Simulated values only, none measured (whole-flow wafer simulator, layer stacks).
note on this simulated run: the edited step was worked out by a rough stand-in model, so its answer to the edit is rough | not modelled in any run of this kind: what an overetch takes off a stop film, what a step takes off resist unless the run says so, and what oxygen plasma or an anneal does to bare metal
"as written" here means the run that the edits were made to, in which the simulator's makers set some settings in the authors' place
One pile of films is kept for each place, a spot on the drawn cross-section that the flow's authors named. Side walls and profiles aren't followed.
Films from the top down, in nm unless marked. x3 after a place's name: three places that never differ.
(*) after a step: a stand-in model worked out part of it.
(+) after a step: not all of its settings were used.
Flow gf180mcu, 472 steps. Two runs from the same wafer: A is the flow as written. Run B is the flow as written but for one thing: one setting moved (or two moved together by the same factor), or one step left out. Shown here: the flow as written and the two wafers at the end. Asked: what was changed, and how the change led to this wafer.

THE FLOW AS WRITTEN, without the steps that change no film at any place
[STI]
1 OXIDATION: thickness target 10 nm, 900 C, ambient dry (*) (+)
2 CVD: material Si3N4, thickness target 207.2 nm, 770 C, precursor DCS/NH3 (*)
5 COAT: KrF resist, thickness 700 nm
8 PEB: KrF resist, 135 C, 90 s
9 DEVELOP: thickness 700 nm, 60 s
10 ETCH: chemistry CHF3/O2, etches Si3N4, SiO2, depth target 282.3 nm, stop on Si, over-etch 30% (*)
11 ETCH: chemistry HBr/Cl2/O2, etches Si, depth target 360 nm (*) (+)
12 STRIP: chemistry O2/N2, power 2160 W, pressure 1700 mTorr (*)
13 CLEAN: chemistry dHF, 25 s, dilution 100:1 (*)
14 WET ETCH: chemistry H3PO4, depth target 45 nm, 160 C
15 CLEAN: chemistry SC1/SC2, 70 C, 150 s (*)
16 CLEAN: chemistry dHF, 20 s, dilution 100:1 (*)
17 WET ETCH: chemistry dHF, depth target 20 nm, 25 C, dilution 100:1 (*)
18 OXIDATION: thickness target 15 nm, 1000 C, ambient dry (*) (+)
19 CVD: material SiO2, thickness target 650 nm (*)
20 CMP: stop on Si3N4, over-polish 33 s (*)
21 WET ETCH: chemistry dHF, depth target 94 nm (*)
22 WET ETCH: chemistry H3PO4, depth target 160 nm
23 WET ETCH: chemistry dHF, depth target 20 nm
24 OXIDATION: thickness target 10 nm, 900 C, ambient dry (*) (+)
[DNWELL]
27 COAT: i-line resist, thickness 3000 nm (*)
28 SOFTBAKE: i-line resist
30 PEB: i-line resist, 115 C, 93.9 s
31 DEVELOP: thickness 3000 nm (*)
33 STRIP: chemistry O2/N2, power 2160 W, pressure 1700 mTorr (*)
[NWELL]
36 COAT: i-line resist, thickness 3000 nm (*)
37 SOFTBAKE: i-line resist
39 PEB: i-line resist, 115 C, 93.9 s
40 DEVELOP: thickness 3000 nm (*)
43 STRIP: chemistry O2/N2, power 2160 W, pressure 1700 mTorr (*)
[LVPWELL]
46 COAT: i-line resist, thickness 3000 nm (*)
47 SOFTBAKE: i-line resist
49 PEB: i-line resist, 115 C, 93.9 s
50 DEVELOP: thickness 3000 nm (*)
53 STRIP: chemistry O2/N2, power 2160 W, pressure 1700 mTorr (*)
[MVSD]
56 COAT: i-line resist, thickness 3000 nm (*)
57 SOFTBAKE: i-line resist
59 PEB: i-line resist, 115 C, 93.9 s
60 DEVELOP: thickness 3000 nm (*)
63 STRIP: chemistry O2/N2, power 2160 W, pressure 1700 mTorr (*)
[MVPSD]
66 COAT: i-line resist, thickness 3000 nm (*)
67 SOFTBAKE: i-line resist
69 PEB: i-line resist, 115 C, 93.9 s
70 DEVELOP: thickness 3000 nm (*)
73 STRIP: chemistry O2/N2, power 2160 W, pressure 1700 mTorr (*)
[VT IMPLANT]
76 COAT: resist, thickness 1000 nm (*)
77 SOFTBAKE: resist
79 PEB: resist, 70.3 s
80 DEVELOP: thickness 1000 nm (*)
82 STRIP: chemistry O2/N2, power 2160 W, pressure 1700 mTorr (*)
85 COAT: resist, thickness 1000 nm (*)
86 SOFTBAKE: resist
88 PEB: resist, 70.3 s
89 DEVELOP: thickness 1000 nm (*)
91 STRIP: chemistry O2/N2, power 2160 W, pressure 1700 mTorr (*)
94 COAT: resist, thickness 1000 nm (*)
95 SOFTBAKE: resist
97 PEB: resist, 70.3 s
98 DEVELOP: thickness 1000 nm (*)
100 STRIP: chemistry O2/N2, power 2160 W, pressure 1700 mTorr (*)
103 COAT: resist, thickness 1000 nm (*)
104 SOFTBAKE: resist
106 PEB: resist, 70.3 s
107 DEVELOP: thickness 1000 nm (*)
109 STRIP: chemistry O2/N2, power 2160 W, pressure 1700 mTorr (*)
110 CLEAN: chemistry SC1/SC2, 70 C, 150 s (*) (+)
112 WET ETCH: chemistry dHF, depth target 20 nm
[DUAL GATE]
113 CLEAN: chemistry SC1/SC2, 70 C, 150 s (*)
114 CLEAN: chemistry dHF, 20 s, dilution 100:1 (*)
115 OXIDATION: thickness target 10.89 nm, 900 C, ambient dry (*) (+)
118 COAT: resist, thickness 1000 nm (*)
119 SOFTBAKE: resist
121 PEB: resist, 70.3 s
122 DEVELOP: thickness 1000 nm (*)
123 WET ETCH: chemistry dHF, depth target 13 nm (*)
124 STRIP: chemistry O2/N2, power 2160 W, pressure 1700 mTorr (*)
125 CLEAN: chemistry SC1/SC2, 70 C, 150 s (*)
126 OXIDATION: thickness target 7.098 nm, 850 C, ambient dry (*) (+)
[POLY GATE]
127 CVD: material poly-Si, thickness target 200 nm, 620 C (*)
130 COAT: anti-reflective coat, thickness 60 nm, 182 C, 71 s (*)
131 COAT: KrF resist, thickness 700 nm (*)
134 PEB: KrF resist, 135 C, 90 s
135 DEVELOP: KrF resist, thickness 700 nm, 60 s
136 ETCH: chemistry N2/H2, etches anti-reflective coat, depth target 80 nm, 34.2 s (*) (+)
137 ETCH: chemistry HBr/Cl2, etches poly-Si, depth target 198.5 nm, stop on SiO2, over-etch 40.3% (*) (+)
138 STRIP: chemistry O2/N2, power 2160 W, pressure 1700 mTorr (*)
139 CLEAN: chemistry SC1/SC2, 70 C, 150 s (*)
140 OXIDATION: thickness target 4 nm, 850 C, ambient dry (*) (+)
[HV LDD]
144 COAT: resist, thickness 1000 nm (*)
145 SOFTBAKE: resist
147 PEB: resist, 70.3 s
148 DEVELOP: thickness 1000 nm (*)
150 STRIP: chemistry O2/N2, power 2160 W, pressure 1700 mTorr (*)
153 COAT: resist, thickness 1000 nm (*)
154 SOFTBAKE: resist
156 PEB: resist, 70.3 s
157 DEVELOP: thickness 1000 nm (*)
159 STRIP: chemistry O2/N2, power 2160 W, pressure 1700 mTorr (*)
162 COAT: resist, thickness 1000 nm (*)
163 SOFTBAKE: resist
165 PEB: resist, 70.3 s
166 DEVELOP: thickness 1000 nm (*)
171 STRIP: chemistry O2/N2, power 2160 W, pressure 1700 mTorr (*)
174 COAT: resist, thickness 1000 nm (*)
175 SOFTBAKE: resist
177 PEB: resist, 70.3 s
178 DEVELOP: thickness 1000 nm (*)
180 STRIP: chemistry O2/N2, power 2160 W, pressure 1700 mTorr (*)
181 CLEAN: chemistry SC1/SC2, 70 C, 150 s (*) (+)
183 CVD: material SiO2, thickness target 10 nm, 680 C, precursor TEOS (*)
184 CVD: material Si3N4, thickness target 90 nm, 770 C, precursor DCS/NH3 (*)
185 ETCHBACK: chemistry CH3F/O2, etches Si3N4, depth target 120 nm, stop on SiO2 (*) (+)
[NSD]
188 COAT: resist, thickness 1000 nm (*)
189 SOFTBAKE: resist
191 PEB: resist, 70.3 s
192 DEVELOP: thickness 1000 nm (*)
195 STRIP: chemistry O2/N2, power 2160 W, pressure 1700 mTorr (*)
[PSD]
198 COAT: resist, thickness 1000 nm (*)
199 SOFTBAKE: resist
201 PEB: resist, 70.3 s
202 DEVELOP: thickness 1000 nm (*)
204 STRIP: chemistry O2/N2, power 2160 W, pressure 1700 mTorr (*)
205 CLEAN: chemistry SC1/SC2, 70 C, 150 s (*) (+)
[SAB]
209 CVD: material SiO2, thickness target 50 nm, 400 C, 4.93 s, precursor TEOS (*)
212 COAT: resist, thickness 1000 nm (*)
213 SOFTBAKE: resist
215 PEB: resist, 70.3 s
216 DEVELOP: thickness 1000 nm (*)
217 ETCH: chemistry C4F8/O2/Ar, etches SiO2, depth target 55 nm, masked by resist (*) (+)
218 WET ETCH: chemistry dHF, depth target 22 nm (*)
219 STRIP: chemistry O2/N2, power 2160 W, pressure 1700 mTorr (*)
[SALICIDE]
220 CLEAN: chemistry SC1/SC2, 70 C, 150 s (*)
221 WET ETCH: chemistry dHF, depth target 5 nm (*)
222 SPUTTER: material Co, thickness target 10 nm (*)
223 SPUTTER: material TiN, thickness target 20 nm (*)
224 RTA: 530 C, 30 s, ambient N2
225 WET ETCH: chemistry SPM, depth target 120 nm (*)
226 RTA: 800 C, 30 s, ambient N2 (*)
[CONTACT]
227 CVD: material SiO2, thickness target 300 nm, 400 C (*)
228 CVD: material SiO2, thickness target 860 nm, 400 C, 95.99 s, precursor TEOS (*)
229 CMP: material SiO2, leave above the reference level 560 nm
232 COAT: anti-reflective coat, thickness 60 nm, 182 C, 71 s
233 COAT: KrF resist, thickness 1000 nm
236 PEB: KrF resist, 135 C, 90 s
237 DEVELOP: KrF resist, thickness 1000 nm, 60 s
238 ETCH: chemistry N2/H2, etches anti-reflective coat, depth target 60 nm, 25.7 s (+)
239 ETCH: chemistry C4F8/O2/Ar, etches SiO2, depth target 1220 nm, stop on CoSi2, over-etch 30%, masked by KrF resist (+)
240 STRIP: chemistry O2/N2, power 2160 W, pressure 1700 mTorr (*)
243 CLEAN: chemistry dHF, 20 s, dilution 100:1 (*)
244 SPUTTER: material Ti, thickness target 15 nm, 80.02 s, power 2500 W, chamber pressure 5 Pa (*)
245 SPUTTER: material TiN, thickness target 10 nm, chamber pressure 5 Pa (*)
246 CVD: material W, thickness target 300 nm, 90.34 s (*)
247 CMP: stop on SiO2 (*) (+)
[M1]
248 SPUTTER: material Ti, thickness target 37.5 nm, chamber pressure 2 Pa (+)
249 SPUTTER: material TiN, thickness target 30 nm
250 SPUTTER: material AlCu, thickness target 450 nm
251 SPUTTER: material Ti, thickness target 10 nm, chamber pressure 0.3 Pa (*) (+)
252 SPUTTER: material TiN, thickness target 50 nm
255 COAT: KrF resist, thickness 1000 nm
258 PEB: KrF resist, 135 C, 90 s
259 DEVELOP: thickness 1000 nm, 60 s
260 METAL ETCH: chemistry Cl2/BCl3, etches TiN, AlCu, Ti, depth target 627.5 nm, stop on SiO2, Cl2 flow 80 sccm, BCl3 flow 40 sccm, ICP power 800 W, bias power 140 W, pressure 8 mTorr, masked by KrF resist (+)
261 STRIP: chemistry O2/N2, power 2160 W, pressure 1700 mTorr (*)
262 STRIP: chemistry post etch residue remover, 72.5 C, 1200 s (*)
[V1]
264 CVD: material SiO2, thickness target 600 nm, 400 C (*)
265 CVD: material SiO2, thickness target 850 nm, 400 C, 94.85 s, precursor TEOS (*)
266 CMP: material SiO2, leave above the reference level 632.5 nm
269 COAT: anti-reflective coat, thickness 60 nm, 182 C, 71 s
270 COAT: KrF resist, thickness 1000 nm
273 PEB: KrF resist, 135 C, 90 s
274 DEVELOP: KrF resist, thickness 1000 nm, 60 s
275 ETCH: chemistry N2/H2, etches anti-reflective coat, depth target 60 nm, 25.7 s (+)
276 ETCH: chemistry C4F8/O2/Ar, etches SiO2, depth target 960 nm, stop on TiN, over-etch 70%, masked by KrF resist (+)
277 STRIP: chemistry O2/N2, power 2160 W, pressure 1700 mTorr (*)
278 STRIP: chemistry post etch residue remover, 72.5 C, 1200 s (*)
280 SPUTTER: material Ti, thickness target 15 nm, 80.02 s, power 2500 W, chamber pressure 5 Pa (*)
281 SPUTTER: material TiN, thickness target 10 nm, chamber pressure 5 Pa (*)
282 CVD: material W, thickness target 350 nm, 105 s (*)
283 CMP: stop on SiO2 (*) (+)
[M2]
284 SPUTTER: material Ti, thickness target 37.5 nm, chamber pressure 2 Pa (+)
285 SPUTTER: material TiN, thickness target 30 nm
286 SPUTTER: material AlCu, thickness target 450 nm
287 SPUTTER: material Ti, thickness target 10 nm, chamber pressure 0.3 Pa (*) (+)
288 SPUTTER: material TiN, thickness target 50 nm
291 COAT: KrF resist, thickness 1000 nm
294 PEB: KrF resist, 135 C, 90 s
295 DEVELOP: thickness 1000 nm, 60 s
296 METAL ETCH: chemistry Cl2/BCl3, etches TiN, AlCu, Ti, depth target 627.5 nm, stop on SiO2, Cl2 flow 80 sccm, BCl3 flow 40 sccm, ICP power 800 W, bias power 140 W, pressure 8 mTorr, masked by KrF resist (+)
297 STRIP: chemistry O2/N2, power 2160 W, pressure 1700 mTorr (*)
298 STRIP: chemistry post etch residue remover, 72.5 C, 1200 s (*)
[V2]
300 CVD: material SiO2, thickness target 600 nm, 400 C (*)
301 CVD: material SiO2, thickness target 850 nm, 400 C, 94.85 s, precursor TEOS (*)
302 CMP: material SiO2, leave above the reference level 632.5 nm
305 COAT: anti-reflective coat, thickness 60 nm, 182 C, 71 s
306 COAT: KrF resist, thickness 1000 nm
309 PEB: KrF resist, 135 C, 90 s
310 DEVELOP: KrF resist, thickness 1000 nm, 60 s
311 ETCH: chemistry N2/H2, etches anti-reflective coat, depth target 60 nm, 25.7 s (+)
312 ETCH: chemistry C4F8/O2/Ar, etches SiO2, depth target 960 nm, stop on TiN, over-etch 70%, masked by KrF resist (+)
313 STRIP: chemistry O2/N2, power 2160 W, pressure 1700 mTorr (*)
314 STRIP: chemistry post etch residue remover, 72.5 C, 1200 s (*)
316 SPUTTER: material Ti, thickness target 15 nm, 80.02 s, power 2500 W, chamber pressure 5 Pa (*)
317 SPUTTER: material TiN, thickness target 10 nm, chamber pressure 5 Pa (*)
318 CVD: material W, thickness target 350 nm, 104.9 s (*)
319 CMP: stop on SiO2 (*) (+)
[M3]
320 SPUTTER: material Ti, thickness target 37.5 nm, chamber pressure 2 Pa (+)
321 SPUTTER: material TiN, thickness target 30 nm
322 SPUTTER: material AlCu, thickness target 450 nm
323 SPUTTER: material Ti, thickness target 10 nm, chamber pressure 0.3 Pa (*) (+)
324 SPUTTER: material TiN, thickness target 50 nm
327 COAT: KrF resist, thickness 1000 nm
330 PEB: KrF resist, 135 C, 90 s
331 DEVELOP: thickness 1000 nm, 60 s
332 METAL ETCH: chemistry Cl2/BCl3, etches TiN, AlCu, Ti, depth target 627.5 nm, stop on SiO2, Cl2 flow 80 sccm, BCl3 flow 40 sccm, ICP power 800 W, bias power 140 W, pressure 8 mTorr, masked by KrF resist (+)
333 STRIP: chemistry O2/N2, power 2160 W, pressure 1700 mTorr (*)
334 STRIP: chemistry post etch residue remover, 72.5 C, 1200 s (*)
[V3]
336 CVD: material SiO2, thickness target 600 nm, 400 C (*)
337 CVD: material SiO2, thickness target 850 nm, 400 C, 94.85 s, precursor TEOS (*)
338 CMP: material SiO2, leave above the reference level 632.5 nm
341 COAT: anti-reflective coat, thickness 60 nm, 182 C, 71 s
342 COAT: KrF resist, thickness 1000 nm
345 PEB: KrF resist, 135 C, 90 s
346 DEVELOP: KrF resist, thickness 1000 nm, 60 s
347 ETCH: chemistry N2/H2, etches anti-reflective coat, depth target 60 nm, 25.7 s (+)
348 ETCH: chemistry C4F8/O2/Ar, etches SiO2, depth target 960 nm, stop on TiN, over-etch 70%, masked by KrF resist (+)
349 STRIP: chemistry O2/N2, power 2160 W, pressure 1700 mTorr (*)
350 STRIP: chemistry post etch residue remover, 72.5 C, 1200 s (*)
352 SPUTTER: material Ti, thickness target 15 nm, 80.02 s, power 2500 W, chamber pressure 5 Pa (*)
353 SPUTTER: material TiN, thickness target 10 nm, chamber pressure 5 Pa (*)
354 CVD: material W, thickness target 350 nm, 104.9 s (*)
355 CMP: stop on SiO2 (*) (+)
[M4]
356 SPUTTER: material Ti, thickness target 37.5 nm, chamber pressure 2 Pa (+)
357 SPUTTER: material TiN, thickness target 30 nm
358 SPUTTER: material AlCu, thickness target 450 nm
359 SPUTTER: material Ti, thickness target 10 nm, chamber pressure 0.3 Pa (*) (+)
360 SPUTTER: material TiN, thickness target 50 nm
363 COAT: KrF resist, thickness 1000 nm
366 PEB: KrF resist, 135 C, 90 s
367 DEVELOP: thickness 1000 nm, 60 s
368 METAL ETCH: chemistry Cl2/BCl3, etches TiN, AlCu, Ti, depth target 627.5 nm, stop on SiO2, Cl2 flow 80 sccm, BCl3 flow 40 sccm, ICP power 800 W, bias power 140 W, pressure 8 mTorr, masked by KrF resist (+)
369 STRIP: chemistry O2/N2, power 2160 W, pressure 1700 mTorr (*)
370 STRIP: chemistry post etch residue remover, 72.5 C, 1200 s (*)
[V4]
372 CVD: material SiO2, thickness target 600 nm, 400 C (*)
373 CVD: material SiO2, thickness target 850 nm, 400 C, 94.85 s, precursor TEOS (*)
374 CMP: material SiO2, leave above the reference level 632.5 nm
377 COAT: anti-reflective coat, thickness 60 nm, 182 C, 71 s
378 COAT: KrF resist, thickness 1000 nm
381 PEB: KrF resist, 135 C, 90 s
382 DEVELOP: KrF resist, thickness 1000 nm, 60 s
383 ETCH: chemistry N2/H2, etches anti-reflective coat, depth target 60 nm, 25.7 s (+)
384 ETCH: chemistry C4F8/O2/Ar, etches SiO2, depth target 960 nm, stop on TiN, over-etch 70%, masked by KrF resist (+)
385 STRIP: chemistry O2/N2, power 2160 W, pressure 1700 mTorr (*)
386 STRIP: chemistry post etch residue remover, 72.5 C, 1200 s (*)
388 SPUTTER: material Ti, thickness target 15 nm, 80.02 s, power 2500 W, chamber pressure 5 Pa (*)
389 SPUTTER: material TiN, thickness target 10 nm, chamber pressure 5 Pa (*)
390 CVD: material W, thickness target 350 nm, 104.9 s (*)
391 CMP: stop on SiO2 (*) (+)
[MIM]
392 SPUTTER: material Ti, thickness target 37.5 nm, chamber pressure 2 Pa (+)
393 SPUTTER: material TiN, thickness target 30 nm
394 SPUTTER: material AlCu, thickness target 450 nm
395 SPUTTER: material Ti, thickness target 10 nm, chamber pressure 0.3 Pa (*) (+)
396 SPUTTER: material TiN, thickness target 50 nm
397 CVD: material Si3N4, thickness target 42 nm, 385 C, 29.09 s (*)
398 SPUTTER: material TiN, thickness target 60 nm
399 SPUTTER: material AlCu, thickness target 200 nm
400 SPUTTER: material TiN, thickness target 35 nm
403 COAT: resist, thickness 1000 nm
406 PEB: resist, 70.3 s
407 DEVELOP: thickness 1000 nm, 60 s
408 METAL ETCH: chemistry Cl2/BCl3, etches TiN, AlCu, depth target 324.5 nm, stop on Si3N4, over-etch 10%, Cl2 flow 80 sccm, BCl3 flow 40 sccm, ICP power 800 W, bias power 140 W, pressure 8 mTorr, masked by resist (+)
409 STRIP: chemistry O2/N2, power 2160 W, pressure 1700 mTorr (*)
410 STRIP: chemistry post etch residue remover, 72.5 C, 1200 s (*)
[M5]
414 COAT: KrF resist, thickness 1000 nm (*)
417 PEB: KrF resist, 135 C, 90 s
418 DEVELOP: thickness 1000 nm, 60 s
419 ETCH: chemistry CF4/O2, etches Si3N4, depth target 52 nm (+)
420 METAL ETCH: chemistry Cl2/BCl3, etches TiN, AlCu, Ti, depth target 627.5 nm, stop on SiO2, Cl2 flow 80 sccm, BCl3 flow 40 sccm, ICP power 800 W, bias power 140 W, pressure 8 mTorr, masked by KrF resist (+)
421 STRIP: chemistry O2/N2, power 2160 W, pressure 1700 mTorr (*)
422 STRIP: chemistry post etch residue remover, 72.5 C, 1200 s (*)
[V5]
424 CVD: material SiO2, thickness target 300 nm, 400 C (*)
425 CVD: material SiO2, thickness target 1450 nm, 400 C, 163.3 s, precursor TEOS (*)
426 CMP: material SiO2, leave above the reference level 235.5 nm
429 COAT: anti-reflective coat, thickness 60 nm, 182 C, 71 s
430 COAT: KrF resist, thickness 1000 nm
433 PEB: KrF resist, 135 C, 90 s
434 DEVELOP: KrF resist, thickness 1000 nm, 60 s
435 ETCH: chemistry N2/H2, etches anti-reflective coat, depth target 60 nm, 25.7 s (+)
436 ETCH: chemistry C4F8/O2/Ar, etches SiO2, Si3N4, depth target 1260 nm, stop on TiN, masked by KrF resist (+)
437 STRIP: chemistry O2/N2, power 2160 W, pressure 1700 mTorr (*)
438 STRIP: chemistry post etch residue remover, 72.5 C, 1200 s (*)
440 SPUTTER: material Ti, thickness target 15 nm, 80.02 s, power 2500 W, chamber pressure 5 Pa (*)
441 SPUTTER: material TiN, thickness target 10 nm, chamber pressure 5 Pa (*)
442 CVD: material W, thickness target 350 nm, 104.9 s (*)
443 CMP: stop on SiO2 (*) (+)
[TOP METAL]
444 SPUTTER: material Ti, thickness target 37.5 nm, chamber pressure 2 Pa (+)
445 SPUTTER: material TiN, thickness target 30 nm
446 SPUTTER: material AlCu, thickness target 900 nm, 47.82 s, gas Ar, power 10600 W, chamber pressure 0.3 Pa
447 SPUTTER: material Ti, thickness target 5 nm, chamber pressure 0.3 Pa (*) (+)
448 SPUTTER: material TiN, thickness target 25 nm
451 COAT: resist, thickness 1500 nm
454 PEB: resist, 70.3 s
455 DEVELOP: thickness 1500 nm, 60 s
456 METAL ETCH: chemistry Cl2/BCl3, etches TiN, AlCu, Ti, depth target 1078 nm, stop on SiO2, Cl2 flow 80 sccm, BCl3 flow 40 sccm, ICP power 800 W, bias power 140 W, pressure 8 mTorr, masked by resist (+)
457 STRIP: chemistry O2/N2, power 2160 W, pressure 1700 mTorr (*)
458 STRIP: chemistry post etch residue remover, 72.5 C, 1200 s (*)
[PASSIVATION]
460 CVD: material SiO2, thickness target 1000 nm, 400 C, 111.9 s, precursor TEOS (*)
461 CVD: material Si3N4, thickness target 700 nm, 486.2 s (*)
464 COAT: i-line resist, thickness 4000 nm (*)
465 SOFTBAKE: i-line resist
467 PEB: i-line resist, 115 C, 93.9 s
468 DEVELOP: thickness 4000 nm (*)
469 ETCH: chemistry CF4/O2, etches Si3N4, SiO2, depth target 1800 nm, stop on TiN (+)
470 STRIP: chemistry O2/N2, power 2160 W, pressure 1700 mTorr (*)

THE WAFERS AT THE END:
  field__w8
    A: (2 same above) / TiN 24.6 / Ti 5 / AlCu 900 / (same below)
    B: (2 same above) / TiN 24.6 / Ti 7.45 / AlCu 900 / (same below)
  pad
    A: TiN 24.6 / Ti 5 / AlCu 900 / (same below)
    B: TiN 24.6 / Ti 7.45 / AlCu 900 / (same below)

The cause: step 447, SPUTTER: thickness target 7.45 nm was run, where the flow has thickness target 5 nm.
It can be read off the wafer: field__w8 has Ti 7.45, and step 447 as written asks for 5 nm.

How the change led to this, step by step:
  447 SPUTTER: material Ti, thickness target 5 nm, chamber pressure 0.3 Pa (*) (+)
      field, field__w1, field__w2 and 109 more: A Ti +5 (new film) | B Ti +7.45 (new film)
  456 METAL ETCH: chemistry Cl2/BCl3, etches TiN, AlCu, Ti, depth target 1078 nm, stop on SiO2, Cl2 flow 80 sccm, BCl3 flow 40 sccm, ICP power 800 W, bias power 140 W, pressure 8 mTorr, masked by resist (+)
      field, field__w1, field__w2 and 103 more: A TiN -25 (all of it), Ti -5 (all of it), AlCu -900 (all of it), TiN -30 (all of it), Ti -37.5 (all of it) | B TiN -25 (all of it), Ti -7.45 (all of it), AlCu -900 (all of it), TiN -30 (all of it), Ti -37.5 (all of it)
